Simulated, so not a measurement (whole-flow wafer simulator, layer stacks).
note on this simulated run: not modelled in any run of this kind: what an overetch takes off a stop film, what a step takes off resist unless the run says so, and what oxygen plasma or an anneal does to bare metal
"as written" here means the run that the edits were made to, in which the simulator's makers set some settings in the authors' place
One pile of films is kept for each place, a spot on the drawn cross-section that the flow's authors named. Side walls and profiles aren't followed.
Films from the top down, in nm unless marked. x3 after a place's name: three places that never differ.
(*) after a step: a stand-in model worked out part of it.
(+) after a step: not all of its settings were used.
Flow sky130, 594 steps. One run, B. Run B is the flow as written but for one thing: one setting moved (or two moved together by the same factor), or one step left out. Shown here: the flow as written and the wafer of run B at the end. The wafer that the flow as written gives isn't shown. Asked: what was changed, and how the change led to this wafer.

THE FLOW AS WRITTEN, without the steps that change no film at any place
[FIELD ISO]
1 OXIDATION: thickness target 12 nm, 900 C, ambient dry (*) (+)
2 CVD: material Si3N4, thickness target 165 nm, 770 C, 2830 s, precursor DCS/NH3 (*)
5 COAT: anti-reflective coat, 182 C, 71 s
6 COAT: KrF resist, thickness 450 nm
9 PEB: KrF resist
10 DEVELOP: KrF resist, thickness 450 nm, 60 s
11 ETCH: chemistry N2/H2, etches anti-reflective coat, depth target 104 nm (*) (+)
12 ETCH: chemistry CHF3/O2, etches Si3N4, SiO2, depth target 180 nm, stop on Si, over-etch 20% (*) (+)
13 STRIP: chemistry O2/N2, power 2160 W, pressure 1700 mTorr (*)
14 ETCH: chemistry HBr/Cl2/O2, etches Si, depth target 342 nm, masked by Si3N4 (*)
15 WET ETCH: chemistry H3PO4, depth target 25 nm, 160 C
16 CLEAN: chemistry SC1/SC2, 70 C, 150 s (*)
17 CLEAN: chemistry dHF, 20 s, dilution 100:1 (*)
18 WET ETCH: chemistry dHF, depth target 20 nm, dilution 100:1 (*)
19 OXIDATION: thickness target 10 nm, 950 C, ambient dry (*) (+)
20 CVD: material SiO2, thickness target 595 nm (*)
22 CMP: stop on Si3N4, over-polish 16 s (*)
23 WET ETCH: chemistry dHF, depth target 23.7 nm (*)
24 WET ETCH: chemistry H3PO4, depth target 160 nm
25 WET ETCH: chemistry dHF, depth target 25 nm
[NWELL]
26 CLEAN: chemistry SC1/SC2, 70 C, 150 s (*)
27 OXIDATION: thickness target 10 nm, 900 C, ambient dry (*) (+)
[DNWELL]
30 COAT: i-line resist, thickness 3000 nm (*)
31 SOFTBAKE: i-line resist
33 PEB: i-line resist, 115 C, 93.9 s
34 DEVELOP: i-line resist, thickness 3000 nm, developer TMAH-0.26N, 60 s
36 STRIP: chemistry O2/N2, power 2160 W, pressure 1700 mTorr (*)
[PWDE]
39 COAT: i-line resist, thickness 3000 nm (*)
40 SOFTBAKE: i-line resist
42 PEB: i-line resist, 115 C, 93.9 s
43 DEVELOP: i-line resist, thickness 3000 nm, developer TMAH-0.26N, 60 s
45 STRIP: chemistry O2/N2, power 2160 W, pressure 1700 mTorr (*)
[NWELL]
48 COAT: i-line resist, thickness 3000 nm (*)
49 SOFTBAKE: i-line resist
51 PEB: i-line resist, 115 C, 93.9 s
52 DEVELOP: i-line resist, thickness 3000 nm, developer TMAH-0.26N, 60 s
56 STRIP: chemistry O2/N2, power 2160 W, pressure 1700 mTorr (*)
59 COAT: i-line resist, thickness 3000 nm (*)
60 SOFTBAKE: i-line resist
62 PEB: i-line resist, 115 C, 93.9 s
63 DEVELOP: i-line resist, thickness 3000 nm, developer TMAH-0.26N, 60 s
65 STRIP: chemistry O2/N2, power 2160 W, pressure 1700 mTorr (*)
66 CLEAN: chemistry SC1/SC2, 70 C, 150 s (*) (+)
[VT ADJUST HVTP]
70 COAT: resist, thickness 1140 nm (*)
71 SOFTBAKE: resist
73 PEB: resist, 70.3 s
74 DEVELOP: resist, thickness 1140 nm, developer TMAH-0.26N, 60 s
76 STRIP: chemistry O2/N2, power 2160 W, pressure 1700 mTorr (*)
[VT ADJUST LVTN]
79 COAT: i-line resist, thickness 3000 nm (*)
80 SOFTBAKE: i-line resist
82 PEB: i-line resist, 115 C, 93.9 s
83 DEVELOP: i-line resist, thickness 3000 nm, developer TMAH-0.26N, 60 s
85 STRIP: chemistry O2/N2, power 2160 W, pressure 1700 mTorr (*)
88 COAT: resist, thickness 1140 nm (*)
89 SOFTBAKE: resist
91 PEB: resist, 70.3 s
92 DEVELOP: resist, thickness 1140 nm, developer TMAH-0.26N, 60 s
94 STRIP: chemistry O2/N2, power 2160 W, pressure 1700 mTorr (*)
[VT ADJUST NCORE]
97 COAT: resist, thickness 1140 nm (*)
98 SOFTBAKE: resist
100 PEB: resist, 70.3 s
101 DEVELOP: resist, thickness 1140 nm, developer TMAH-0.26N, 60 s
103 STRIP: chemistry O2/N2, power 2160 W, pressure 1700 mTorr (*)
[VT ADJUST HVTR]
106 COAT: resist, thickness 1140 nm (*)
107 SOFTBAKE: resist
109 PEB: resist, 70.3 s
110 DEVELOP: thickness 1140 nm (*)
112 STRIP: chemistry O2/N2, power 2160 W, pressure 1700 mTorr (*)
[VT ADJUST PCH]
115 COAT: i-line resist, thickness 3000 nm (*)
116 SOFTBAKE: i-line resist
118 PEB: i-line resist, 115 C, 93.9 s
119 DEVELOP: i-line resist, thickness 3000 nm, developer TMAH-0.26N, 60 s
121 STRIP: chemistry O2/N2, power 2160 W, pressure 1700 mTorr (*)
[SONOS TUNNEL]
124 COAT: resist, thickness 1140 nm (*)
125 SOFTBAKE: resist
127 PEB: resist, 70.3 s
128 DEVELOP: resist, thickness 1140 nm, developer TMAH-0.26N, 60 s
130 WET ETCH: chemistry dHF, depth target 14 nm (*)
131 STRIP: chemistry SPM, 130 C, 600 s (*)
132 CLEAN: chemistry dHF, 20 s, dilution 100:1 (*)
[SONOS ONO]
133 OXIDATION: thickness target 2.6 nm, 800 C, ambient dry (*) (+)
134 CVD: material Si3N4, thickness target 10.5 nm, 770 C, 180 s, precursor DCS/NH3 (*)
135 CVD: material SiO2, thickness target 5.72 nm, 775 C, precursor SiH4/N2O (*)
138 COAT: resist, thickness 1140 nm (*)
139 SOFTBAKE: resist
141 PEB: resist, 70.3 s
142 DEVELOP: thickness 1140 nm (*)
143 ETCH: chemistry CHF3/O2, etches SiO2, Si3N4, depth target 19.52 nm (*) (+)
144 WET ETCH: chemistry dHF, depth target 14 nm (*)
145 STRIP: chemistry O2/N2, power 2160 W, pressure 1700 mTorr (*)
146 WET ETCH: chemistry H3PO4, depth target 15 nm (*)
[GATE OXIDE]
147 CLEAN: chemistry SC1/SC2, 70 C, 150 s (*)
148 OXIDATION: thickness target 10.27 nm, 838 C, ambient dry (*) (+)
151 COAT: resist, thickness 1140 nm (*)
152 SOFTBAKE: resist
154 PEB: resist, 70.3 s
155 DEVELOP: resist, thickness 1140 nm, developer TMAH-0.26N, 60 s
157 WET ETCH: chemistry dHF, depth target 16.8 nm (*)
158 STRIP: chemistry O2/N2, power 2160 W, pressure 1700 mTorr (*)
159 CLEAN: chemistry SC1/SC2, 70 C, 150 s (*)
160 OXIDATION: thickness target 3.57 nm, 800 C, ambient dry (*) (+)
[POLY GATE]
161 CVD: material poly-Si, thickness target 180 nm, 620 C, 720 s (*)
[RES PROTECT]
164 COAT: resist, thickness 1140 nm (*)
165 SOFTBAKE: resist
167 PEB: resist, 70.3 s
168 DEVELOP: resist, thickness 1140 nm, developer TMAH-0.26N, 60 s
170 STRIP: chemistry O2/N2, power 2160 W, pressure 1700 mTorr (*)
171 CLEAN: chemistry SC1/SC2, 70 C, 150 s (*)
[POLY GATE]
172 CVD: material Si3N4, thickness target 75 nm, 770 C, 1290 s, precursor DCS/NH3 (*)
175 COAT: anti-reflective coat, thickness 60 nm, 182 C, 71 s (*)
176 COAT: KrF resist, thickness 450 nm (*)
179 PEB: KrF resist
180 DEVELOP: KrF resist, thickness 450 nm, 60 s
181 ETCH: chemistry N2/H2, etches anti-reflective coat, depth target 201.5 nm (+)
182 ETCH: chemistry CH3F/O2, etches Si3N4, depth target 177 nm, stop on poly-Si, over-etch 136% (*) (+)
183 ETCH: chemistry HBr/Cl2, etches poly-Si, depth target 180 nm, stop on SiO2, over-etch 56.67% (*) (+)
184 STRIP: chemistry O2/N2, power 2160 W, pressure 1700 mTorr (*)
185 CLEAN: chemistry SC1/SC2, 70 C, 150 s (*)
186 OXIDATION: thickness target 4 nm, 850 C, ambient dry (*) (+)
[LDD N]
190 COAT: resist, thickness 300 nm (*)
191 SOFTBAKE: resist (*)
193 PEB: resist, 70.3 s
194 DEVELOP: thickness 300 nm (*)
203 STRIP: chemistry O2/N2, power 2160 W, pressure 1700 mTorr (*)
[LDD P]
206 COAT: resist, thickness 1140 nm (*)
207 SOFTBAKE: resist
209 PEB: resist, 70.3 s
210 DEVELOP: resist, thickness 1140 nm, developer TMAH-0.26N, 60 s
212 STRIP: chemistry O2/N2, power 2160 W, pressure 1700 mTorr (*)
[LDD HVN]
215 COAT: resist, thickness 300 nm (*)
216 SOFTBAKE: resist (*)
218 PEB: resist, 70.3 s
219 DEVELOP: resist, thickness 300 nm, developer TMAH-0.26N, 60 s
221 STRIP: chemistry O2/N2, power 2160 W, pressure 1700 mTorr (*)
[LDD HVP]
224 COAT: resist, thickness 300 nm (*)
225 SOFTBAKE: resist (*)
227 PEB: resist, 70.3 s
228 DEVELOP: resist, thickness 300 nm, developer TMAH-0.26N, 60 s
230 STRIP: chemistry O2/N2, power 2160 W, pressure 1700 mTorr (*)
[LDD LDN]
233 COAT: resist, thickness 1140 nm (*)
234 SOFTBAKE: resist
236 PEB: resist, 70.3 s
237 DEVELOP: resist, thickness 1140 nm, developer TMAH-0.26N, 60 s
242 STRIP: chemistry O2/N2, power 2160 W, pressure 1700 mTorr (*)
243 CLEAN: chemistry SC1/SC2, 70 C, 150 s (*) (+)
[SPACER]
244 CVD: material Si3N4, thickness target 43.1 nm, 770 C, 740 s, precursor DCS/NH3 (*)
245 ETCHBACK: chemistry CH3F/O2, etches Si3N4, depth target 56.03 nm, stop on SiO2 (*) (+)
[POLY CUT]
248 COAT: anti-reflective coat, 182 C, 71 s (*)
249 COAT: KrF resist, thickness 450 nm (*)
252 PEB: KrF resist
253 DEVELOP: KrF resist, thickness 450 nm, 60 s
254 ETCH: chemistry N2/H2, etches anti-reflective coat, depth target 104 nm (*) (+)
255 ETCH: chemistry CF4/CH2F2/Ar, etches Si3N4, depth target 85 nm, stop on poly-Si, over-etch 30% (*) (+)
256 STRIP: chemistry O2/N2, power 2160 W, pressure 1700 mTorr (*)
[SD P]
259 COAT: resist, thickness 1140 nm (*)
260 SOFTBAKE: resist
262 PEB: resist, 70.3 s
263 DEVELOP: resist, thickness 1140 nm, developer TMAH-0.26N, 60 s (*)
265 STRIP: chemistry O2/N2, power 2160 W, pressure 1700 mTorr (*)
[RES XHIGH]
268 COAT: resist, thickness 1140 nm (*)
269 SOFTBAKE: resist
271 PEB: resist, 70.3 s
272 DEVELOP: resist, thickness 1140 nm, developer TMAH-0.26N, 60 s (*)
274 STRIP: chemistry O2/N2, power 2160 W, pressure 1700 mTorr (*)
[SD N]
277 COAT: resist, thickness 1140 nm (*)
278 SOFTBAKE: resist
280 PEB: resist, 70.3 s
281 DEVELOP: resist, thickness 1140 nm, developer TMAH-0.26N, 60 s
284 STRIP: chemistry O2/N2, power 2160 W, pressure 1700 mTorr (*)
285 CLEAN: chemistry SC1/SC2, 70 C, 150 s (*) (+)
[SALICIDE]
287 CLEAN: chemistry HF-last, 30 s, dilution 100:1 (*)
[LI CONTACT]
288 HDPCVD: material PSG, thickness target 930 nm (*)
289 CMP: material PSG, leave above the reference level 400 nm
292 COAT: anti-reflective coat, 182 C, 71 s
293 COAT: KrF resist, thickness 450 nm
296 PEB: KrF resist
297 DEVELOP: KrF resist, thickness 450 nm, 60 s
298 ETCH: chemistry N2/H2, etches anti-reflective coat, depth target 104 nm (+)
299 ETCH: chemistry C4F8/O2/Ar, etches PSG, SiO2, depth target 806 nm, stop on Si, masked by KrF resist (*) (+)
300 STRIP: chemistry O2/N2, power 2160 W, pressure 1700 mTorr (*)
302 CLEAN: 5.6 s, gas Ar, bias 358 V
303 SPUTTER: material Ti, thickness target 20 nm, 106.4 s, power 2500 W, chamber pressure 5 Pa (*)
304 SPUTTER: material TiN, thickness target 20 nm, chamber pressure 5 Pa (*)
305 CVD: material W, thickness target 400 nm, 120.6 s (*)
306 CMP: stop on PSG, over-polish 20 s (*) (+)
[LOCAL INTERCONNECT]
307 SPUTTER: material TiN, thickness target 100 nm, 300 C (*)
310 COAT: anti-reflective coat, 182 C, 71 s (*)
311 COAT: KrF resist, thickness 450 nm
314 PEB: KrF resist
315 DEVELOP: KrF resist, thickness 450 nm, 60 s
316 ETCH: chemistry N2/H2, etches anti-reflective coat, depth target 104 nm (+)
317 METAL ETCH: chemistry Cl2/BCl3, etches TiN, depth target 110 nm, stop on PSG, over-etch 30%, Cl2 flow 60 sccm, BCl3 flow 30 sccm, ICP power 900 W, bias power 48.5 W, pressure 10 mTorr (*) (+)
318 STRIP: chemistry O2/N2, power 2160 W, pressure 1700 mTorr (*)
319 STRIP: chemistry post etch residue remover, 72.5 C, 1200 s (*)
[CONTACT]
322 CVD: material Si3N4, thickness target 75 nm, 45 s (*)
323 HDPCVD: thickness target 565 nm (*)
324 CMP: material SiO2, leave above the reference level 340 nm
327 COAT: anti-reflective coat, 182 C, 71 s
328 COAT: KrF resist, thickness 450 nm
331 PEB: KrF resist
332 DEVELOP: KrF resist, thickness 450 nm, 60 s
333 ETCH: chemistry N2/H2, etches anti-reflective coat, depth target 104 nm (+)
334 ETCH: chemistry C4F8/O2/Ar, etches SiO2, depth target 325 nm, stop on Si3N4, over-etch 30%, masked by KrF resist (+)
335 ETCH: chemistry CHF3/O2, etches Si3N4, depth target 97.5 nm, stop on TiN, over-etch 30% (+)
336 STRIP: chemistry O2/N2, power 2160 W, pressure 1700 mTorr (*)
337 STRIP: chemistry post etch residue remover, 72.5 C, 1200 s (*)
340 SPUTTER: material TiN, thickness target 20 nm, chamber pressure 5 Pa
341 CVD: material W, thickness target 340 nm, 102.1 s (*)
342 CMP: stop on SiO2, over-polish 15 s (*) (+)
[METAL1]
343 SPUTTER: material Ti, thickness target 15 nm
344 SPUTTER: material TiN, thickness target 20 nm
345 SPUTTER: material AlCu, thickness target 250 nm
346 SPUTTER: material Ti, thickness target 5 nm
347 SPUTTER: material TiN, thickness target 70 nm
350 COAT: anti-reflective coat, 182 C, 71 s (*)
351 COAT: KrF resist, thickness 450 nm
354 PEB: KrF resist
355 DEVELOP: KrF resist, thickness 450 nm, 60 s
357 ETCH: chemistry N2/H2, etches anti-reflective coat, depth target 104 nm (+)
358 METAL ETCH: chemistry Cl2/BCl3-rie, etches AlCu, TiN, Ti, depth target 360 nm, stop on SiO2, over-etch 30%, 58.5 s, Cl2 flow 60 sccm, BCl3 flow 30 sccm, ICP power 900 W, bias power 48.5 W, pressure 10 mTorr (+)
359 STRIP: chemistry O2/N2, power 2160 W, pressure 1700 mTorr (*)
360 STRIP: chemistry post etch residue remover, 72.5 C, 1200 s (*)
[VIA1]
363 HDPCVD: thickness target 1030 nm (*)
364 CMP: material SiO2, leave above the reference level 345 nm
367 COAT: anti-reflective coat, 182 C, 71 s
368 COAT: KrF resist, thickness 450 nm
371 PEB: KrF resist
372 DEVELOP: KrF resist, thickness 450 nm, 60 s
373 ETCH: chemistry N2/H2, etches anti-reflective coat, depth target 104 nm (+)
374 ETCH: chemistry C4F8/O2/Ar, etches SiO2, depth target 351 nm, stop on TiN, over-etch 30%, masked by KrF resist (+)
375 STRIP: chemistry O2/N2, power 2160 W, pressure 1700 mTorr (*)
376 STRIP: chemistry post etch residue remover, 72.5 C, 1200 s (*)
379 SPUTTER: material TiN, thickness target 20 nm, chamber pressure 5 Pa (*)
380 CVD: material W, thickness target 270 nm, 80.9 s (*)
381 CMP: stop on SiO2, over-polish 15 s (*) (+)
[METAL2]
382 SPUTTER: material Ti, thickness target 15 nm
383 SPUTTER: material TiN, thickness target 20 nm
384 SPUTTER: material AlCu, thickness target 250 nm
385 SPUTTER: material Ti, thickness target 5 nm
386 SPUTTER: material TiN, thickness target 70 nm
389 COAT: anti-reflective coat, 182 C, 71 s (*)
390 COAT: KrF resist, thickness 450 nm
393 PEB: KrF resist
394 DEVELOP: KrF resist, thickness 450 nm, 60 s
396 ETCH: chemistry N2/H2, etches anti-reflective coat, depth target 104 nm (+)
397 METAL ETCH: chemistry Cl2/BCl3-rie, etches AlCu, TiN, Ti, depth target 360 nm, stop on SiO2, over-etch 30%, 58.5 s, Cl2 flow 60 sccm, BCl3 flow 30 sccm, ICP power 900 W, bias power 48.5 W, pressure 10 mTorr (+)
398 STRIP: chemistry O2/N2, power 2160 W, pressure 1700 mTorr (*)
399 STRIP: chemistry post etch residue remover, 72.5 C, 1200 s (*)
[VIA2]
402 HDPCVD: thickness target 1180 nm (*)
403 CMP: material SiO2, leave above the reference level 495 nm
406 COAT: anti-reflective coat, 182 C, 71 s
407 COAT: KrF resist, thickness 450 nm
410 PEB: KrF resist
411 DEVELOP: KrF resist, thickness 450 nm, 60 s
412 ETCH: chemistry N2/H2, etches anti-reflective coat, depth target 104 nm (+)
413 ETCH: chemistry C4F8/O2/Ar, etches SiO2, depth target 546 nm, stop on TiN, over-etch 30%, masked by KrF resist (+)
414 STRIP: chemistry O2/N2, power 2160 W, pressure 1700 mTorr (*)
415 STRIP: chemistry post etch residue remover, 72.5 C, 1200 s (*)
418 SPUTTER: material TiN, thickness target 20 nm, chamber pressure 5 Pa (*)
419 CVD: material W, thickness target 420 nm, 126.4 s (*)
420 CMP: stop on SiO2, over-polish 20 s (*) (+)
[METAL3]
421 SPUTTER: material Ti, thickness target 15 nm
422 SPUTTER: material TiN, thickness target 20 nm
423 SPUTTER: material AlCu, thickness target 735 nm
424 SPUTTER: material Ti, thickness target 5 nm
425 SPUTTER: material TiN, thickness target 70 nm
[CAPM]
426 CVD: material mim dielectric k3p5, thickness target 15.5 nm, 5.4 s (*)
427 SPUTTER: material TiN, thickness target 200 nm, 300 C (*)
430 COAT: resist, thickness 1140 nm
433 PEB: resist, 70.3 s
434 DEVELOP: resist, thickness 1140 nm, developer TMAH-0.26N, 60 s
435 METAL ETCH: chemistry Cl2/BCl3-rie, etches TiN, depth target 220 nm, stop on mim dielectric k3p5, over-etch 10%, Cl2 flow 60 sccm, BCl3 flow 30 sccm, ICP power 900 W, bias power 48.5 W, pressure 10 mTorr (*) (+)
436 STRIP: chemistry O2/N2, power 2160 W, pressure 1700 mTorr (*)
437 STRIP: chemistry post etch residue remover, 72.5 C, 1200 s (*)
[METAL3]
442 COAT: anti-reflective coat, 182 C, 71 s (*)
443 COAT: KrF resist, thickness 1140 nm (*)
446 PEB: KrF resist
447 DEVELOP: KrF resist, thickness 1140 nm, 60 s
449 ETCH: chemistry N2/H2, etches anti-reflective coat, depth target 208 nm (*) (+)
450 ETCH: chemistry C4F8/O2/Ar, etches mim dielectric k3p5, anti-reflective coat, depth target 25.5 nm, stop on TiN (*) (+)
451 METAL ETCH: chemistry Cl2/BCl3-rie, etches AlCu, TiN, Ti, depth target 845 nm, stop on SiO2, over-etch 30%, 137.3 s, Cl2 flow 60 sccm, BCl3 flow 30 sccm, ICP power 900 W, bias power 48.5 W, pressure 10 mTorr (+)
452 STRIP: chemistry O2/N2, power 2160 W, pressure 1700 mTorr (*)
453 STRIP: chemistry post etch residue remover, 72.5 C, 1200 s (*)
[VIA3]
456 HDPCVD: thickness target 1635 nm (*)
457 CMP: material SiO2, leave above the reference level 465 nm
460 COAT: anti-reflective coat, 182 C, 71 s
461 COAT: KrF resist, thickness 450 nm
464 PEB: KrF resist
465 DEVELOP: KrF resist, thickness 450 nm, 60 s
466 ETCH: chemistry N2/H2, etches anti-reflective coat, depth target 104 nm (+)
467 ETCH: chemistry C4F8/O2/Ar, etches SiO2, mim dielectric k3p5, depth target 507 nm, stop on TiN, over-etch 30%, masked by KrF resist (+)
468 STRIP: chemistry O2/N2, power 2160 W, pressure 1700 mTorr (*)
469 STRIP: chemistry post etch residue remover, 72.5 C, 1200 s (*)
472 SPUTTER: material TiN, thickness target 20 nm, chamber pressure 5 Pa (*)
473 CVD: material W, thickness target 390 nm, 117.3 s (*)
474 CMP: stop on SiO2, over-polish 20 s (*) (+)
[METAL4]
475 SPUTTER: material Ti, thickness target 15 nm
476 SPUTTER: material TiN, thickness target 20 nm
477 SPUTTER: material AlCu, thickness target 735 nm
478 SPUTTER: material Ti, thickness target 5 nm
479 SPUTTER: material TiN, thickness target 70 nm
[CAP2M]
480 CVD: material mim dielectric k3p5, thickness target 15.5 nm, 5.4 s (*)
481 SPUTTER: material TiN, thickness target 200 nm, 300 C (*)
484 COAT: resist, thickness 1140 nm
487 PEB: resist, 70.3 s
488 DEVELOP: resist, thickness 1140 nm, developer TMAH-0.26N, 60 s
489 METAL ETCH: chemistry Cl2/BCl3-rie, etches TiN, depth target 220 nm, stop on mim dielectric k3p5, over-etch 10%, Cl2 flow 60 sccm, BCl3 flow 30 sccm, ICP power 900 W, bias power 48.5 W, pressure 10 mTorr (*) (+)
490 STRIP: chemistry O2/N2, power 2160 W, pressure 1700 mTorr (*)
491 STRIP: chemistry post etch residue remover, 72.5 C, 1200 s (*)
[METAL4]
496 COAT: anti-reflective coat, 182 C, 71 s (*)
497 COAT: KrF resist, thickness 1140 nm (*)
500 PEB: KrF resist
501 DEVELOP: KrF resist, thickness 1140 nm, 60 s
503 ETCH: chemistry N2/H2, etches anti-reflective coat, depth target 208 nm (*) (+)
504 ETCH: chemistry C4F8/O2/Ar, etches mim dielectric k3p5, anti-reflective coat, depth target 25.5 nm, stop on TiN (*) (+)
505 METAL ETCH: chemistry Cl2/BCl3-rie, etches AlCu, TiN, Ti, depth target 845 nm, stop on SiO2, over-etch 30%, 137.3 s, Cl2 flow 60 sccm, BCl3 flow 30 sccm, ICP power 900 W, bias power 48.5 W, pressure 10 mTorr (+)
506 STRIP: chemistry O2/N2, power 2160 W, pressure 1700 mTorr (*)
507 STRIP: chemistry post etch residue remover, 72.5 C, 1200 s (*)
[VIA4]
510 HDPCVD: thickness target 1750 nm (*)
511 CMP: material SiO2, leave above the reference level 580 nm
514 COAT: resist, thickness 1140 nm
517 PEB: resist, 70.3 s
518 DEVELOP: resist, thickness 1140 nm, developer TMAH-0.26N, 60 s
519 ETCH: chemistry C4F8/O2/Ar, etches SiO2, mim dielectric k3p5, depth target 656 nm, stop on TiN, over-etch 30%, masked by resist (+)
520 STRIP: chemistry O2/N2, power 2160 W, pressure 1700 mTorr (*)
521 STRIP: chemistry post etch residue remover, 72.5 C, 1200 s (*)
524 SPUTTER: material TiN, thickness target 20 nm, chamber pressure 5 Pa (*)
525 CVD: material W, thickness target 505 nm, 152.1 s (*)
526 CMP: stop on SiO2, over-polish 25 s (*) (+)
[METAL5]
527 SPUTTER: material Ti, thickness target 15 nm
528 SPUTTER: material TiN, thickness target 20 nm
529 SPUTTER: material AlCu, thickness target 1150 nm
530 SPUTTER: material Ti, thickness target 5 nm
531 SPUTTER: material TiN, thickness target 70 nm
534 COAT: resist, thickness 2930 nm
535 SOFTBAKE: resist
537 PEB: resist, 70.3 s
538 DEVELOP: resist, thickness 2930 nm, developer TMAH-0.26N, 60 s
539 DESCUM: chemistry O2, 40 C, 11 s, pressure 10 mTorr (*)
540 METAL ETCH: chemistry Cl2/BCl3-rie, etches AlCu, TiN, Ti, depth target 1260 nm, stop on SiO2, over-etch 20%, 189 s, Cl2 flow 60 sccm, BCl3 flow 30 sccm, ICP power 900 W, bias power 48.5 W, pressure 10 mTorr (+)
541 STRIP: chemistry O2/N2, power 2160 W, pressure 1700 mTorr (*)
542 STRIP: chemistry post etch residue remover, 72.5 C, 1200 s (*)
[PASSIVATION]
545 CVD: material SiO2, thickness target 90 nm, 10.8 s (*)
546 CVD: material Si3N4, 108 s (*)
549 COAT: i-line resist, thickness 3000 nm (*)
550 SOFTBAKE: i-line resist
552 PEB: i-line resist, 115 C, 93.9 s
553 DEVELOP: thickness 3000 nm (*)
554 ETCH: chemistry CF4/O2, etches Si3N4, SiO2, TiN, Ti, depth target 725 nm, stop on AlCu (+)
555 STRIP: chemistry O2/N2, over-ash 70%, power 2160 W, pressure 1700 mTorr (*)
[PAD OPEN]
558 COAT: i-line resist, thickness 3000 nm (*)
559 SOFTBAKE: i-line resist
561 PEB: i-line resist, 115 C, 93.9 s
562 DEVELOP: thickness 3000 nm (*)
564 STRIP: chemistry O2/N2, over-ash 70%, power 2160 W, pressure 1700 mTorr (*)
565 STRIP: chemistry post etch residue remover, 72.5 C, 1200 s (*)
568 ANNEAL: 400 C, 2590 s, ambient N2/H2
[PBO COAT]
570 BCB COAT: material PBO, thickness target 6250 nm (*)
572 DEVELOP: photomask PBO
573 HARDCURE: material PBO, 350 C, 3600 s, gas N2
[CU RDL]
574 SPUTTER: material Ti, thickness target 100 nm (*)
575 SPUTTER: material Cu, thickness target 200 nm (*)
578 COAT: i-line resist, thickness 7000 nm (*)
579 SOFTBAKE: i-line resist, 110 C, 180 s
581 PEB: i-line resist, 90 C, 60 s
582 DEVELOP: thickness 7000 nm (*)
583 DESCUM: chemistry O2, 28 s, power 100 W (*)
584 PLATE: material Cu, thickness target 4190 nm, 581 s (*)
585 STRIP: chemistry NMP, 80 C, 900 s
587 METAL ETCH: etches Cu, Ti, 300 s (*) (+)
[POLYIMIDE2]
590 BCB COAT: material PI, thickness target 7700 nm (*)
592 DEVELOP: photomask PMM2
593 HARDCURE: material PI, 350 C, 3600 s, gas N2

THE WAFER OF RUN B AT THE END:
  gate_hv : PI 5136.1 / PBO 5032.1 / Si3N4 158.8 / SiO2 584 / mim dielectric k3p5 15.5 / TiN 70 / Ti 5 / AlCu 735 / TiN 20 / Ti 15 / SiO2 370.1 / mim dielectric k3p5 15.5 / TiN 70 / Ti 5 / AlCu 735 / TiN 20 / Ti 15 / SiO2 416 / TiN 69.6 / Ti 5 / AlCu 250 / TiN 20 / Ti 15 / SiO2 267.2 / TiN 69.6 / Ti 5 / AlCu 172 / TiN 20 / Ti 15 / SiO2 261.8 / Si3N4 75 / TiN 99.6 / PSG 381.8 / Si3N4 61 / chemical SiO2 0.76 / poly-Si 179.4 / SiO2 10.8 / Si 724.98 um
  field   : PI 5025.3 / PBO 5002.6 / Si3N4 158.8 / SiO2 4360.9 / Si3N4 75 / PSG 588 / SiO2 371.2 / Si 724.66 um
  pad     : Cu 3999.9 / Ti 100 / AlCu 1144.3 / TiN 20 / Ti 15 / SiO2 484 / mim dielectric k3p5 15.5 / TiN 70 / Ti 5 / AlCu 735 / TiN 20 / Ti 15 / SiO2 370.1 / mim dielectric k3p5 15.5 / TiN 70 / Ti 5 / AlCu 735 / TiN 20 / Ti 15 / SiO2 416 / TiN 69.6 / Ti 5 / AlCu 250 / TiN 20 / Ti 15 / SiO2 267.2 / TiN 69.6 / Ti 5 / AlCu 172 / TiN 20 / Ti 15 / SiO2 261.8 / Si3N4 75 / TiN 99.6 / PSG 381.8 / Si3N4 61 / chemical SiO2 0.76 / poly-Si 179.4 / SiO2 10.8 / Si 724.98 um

The cause: step 345, SPUTTER: thickness target 172 nm was run, where the flow has thickness target 250 nm.
It can be read off the wafer: gate_hv has AlCu 172, and step 345 as written asks for 250 nm.

How the change led to this, step by step:
  345 SPUTTER: material AlCu, thickness target 250 nm
      field, active, n_well and 188 more: AlCu +172 (new film) (as written it would be: AlCu +250 (new film))
  358 METAL ETCH: chemistry Cl2/BCl3-rie, etches AlCu, TiN, Ti, depth target 360 nm, stop on SiO2, over-etch 30%, 58.5 s, Cl2 flow 60 sccm, BCl3 flow 30 sccm, ICP power 900 W, bias power 48.5 W, pressure 10 mTorr (+)
      field, active, gate and 81 more: TiN -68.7 (all of it), Ti -5 (all of it), AlCu -172 (all of it), TiN -20 (all of it), Ti -15 (all of it), SiO2 -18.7 (as written it would be: TiN -68.7 (all of it), Ti -5 (all of it), AlCu -250 (all of it), TiN -20 (all of it), Ti -15 (all of it), SiO2 -10.9)
  364 CMP: material SiO2, leave above the reference level 345 nm
      field, active, gate and 81 more: SiO2 -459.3 (as written it would be: SiO2 -389.1)
